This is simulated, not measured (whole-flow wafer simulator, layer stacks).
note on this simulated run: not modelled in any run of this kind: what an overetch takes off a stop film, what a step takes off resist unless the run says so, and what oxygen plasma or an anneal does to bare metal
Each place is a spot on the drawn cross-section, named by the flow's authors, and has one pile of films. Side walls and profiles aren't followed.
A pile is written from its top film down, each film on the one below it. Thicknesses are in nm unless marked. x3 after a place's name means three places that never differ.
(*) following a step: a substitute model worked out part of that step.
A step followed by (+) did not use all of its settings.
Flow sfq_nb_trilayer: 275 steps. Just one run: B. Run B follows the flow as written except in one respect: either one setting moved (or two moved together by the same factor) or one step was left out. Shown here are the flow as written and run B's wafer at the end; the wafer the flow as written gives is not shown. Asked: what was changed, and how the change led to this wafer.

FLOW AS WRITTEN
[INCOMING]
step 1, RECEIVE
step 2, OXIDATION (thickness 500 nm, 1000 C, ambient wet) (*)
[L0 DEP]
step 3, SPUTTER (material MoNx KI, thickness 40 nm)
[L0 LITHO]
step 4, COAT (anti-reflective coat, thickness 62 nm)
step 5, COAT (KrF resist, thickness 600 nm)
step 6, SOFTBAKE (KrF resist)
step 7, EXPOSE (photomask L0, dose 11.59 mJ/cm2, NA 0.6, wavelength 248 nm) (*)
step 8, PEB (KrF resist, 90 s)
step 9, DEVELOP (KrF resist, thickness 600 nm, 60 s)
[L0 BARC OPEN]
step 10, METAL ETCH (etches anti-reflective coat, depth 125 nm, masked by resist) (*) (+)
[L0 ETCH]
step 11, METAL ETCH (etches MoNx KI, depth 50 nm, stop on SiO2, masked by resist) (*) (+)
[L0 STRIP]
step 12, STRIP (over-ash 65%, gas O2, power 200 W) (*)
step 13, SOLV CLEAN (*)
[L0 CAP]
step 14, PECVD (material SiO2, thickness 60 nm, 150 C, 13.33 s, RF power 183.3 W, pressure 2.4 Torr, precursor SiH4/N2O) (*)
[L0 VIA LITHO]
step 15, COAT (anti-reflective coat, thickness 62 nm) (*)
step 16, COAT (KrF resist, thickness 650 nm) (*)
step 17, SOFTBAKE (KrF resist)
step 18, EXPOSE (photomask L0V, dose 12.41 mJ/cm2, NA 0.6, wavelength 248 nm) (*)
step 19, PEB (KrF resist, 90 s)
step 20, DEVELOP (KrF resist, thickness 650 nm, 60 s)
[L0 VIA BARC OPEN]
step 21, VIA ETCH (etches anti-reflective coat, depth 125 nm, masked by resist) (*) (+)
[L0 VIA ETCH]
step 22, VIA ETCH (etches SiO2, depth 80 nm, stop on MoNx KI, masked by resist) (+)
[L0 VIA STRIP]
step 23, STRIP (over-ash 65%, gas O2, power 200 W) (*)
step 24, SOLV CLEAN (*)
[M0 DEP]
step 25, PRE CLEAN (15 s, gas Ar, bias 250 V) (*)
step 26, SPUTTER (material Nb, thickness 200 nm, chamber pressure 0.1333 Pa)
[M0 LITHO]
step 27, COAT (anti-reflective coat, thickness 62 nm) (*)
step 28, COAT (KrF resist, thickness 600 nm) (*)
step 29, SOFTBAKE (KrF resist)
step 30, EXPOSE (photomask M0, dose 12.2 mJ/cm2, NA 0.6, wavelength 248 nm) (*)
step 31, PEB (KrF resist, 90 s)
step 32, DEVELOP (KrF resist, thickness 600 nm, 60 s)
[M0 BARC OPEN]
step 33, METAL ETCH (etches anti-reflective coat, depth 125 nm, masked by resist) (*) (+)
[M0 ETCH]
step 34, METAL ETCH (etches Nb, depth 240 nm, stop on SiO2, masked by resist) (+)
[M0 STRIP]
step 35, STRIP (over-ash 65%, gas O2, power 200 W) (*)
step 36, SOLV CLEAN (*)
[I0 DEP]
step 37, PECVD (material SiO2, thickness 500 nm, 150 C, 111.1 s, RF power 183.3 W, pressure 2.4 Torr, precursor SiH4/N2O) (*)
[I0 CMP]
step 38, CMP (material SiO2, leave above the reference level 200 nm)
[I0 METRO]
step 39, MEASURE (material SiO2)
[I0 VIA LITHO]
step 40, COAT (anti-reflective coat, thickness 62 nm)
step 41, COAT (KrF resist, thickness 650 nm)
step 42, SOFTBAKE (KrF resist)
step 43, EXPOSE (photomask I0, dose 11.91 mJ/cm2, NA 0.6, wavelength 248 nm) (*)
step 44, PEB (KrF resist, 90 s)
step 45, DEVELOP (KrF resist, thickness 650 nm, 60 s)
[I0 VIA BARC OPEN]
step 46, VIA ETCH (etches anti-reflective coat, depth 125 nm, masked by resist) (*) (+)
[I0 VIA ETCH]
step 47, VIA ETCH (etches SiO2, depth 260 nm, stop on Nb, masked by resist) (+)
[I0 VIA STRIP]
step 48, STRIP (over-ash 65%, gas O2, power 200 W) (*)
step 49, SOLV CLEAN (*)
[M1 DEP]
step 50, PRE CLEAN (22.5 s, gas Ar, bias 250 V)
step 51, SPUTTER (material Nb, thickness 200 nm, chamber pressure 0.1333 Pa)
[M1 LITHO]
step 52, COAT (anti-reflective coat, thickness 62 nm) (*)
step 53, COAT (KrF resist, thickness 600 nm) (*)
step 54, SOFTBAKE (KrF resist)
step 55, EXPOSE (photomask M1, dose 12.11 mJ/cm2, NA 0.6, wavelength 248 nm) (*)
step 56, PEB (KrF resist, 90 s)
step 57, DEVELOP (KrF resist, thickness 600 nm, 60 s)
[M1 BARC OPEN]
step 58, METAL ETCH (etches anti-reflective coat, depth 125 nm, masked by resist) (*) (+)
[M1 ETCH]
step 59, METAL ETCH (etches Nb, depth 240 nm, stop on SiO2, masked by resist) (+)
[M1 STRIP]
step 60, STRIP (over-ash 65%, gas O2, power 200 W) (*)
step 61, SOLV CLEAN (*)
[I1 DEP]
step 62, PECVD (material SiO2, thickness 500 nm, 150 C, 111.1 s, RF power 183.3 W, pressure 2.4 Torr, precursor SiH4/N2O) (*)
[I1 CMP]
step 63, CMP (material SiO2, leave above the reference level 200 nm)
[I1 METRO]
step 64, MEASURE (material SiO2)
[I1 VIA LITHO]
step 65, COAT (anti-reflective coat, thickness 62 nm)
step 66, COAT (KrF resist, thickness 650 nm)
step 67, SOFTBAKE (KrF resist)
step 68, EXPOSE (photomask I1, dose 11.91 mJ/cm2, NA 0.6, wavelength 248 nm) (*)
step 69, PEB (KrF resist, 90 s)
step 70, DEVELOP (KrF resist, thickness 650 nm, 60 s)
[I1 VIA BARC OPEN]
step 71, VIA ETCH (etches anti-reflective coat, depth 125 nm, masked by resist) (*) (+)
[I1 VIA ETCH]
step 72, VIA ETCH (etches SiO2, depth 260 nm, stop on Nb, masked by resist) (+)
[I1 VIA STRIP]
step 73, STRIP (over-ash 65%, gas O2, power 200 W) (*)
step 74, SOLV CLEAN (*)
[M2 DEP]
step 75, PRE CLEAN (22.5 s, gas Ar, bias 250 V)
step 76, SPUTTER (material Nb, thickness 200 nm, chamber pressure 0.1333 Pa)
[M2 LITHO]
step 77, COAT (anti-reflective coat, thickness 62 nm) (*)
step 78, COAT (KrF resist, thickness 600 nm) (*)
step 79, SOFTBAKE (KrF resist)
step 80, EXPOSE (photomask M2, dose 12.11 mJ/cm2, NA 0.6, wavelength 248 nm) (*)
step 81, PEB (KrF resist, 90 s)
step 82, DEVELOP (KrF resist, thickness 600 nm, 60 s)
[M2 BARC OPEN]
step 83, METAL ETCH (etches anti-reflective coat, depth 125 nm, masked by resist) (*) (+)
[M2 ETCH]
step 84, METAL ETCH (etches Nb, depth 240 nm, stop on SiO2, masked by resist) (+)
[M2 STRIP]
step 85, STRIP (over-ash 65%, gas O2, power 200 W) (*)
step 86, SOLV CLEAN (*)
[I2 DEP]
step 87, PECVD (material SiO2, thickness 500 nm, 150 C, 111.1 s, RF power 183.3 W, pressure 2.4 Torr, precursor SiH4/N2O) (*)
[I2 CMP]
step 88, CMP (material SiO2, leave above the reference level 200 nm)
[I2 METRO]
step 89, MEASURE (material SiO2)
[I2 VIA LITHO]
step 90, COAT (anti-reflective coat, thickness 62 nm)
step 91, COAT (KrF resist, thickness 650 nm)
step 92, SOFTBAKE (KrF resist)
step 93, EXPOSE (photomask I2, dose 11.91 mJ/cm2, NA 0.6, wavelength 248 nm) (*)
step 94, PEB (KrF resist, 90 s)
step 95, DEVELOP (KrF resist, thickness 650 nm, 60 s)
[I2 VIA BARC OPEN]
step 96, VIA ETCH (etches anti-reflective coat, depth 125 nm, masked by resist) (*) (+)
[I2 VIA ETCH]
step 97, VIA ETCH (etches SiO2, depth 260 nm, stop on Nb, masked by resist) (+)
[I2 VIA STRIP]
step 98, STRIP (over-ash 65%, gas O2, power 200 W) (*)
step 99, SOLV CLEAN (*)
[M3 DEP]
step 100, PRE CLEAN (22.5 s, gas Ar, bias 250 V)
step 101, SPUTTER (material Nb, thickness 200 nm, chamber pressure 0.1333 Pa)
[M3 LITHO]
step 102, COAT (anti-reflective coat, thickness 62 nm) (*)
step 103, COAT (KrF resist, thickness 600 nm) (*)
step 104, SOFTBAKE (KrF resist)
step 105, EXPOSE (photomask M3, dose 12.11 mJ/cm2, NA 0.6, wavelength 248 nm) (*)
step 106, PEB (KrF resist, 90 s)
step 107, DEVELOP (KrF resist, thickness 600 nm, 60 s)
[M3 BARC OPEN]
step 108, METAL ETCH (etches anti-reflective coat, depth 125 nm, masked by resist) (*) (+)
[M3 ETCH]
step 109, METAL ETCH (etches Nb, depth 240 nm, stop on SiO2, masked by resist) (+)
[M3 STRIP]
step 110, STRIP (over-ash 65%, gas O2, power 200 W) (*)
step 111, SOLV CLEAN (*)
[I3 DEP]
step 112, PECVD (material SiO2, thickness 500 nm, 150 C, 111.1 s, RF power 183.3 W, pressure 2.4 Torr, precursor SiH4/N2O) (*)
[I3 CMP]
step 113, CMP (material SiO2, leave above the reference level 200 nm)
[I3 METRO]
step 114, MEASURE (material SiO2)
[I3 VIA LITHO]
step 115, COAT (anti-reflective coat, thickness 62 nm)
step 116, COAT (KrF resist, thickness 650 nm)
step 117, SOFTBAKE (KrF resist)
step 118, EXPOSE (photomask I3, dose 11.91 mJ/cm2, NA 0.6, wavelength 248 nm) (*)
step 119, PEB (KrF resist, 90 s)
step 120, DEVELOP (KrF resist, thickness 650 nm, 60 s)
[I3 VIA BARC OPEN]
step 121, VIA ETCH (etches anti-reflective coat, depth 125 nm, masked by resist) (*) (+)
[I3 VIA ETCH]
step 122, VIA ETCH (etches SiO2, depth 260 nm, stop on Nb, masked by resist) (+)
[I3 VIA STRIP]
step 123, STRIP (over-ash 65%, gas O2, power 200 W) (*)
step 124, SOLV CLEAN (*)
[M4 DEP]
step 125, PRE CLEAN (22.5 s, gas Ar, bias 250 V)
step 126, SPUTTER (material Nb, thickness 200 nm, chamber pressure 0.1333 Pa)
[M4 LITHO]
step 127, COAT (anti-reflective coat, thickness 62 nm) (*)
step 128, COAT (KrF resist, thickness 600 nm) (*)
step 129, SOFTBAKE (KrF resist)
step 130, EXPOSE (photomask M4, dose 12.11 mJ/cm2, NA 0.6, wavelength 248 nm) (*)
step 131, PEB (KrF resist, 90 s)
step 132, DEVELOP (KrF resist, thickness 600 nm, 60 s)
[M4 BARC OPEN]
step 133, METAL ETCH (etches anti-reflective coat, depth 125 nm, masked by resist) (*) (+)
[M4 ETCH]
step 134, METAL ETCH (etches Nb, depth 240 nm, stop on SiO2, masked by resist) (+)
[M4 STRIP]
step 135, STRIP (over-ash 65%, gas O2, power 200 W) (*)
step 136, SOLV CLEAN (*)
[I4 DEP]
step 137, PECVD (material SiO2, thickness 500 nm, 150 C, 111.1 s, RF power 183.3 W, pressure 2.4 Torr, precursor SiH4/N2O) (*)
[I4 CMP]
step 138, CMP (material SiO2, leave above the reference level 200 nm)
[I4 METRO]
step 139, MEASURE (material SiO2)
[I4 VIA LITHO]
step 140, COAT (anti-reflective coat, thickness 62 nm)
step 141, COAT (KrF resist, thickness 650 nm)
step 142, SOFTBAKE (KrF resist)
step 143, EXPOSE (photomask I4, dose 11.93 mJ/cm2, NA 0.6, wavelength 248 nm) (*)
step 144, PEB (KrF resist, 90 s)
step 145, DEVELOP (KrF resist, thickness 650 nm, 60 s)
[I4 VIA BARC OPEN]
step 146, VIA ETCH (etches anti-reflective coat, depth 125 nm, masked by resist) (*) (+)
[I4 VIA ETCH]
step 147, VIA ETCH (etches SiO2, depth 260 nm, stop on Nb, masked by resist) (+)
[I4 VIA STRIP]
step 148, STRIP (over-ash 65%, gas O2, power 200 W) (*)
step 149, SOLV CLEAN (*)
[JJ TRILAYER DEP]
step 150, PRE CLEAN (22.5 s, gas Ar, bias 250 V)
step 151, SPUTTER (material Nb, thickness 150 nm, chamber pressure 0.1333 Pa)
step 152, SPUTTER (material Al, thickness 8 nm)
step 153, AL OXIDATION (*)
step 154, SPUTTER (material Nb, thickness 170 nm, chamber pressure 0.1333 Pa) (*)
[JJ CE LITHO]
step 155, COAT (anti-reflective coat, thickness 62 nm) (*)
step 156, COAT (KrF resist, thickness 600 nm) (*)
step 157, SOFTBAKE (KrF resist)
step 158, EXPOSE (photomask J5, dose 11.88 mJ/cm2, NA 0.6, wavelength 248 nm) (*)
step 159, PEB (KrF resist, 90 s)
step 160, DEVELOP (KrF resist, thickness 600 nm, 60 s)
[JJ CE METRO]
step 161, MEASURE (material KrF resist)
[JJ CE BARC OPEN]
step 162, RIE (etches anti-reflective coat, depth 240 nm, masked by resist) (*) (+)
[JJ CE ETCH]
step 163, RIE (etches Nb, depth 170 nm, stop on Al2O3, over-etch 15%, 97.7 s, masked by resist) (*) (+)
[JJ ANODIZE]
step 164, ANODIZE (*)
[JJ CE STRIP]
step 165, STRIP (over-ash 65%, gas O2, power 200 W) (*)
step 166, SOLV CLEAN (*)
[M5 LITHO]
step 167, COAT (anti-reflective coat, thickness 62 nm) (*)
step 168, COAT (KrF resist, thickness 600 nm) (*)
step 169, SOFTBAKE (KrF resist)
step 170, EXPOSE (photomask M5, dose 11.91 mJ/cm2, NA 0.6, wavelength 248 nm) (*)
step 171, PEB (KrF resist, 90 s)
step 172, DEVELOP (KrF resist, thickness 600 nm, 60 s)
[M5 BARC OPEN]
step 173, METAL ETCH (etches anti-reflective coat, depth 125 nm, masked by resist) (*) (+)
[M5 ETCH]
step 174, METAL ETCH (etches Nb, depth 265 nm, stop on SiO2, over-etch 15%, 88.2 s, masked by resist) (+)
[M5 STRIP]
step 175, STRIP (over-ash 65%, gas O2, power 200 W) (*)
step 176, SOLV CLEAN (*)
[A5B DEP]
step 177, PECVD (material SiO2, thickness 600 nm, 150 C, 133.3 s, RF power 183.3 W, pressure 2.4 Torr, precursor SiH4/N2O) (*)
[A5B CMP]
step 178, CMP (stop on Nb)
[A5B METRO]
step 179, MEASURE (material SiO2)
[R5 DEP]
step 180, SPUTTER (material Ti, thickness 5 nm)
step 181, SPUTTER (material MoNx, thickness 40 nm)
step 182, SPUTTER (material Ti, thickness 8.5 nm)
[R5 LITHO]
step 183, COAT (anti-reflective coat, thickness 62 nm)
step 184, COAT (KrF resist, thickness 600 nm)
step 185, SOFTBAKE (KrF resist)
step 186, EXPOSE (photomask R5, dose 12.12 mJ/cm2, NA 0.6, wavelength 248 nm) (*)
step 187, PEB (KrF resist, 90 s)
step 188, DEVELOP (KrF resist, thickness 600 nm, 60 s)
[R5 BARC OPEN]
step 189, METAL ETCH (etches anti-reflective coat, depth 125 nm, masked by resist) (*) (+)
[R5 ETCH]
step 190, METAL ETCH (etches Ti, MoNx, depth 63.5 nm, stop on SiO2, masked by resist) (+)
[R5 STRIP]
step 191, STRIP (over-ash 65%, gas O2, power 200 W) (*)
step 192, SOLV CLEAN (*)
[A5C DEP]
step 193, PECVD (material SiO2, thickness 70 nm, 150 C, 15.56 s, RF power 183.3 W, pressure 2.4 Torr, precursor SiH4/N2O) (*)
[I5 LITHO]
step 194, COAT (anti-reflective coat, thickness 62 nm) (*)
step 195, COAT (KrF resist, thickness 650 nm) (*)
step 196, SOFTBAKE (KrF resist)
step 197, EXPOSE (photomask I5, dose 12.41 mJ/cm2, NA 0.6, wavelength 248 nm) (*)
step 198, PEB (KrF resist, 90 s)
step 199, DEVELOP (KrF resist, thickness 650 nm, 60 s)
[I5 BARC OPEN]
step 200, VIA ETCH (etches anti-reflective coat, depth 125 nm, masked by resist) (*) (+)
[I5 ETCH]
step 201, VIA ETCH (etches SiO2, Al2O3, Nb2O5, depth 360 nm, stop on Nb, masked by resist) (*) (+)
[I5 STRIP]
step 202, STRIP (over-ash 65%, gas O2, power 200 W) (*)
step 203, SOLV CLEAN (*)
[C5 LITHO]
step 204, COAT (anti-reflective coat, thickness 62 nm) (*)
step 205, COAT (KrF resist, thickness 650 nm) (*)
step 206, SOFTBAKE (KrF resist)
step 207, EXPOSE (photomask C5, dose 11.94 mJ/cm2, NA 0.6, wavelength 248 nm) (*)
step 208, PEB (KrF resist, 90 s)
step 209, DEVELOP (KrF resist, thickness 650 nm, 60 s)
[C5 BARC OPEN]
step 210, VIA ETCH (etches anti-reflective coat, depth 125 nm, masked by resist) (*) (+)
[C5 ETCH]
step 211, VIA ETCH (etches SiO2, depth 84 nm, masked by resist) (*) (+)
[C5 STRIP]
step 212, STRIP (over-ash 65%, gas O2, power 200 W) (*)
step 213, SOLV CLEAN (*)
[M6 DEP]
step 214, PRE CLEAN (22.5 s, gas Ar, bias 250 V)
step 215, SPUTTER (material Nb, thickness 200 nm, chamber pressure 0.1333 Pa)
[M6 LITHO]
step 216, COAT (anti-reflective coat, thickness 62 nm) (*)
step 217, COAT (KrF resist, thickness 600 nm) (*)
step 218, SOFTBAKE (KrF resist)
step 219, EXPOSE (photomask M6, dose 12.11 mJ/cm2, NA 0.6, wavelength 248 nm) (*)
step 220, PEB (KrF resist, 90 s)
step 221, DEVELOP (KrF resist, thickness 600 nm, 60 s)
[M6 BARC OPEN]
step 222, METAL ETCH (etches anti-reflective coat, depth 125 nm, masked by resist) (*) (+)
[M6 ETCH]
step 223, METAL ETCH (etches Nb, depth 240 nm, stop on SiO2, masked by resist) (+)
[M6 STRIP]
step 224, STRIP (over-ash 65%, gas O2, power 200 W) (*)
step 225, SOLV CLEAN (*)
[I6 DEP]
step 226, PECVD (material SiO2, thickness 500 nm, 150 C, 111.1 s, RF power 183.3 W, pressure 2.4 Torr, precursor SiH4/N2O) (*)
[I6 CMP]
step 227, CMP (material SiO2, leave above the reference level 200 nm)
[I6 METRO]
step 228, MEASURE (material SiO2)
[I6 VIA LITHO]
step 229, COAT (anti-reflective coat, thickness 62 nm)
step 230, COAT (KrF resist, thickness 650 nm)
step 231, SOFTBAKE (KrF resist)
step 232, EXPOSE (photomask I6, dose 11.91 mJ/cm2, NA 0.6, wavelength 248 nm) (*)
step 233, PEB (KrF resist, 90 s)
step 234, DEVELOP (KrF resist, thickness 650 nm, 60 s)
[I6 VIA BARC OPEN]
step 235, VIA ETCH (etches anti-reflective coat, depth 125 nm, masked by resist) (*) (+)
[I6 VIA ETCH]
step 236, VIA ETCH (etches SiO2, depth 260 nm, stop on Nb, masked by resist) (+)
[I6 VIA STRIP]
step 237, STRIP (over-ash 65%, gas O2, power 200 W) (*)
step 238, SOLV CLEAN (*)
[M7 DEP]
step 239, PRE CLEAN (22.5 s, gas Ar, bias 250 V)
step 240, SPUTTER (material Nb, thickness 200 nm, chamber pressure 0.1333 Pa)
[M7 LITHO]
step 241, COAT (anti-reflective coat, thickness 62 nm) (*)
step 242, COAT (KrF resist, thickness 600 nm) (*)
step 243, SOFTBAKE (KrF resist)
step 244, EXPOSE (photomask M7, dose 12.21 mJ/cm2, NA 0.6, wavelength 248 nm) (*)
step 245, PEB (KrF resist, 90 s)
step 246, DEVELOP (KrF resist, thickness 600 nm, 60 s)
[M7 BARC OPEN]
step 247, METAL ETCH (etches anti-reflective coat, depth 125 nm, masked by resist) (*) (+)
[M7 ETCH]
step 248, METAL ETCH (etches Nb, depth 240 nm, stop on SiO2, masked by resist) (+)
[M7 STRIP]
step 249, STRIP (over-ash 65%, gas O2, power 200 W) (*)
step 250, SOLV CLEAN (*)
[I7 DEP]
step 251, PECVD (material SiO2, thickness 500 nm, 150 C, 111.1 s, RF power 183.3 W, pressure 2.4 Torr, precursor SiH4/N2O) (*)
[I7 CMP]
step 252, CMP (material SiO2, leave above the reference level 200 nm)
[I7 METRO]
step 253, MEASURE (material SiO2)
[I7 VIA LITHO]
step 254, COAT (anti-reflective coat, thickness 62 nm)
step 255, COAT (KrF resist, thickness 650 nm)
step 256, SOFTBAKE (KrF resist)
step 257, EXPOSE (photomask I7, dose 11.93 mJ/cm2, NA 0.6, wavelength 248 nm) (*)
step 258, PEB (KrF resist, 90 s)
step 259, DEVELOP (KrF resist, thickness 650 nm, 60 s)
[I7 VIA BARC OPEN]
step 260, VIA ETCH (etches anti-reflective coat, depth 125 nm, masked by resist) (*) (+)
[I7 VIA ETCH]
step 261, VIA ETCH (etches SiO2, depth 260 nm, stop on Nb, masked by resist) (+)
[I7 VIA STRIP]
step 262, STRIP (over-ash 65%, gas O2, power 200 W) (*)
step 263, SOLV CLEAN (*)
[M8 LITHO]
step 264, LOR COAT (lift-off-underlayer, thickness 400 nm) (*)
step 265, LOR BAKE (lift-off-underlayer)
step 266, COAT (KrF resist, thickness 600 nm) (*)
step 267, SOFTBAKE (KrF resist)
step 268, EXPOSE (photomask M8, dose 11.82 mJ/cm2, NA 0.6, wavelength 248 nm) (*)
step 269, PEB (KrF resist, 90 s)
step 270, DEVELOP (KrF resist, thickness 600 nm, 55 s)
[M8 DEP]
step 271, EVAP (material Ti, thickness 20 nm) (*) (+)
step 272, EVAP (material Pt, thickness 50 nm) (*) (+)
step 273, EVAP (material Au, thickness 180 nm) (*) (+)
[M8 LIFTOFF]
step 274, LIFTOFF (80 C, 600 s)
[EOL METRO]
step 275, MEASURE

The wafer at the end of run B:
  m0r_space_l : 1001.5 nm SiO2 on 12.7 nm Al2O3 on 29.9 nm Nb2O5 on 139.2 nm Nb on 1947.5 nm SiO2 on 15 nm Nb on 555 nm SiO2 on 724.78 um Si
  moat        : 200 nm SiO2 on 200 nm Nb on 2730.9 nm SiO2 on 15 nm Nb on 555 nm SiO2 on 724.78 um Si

Cause: step 34, METAL ETCH: depth 185 nm was run, while the flow as written has depth 240 nm.

The path from the change to this, step by step:
  step 34, METAL ETCH (etches Nb, depth 240 nm, stop on SiO2, masked by resist) (+)
      moat, m0r_space_l, m0r_space_r: Nb loses 185 (as written it would have been: Nb loses 200 (all of it))
      field_l, v_sur, via_wl and 100 more: KrF resist loses 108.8 (as written it would have been: KrF resist loses 141.2)
  step 35, STRIP (over-ash 65%, gas O2, power 200 W) (*)
      p4_fl, p4_fm, p4_w1 and 68 more: KrF resist loses 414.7 (all of it), anti-reflective coat loses 62 (all of it) (as written it would have been: KrF resist loses 382.4 (all of it), anti-reflective coat loses 62 (all of it))
      c5j, ce_r, sp_r, be_r, r_sur, res: KrF resist loses 421.4 (all of it), anti-reflective coat loses 63.6 (all of it) (as written it would have been: KrF resist loses 389 (all of it), anti-reflective coat loses 63.6 (all of it))
      (also at 26 further places)
  step 37, PECVD (material SiO2, thickness 500 nm, 150 C, 111.1 s, RF power 183.3 W, pressure 2.4 Torr, precursor SiH4/N2O) (*)
      moat, m0r_space_l, m0r_space_r: SiO2 gains 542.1 (new film) (as written it would have been: SiO2 gains 557.1)
Taking metal films that touch as one body, m0r_space_l has 2 bodies (between them, from the top down: SiO2 1947.5); the flow as written gives 1 body.
Taking metal films that touch as one body, moat has 2 bodies (between them, from the top down: SiO2 2730.9); the flow as written gives 1 body.
